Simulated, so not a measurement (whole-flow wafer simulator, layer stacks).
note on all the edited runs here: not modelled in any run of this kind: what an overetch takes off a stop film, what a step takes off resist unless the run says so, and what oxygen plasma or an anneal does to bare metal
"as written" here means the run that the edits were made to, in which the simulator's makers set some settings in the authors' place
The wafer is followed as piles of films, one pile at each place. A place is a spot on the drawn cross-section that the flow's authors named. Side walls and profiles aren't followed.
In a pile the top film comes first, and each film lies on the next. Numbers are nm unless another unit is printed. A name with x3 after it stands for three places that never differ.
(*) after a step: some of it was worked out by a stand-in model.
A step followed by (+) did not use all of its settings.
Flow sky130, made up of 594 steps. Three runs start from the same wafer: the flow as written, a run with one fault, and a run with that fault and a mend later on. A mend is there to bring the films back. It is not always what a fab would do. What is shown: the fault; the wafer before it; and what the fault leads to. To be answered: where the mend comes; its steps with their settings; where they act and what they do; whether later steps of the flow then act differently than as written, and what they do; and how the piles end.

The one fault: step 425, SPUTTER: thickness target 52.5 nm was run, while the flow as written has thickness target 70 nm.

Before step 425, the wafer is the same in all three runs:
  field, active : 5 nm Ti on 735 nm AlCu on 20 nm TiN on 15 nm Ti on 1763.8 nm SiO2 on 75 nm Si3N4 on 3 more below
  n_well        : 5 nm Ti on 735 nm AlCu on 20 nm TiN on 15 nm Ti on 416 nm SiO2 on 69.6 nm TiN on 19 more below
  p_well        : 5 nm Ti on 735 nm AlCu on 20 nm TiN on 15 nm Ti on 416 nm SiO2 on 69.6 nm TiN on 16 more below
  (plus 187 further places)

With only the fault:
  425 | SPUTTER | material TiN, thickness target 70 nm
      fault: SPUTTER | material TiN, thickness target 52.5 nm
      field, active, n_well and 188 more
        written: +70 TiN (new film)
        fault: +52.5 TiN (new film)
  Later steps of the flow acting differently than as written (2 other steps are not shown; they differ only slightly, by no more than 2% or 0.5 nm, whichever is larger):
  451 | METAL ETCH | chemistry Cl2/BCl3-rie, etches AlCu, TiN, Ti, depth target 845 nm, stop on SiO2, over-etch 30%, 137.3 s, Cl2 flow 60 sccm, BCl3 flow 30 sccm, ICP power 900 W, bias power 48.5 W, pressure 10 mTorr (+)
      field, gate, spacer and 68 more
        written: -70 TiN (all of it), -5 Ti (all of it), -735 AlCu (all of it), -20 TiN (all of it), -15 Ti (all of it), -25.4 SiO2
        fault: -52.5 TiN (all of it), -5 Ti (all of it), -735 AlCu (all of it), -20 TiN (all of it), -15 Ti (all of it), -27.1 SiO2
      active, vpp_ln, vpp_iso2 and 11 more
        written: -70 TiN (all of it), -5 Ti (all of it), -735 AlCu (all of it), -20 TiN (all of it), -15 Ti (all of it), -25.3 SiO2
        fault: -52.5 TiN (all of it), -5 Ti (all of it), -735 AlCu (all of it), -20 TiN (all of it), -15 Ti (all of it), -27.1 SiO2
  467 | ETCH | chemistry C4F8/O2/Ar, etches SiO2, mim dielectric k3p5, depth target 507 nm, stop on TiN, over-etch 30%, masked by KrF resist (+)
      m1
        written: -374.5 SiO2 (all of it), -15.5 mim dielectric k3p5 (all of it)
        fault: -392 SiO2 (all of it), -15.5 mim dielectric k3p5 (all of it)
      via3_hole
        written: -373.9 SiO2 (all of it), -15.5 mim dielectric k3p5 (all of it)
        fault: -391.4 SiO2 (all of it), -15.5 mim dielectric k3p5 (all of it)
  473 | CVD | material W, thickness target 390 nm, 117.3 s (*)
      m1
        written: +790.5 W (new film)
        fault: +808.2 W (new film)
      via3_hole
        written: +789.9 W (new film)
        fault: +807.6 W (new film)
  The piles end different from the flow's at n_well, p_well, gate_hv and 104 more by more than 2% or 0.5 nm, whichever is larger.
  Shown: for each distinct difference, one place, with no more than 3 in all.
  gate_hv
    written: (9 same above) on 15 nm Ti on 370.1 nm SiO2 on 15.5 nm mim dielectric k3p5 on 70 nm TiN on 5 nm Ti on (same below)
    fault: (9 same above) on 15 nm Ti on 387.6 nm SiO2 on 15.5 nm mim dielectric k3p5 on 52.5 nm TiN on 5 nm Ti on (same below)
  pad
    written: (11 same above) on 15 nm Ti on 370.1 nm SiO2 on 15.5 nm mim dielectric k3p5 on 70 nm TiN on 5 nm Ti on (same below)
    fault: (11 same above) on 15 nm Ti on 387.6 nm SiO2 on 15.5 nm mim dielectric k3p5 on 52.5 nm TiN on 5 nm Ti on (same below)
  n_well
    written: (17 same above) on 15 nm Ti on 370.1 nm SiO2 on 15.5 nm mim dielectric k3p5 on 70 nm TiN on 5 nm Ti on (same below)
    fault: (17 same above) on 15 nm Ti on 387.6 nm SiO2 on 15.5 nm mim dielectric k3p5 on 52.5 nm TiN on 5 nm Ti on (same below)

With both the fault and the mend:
  The mend follows step 425.
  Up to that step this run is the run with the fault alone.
  425a | SPUTTER | material TiN, thickness target 17.5 nm (a further turn of the flow's step 425, with different settings)
      field, active, n_well and 188 more
        +17.5 TiN
  None of the later steps of the flow acts differently than as written at any place that is followed.
  The piles end the same as the flow's at every place that both follow.
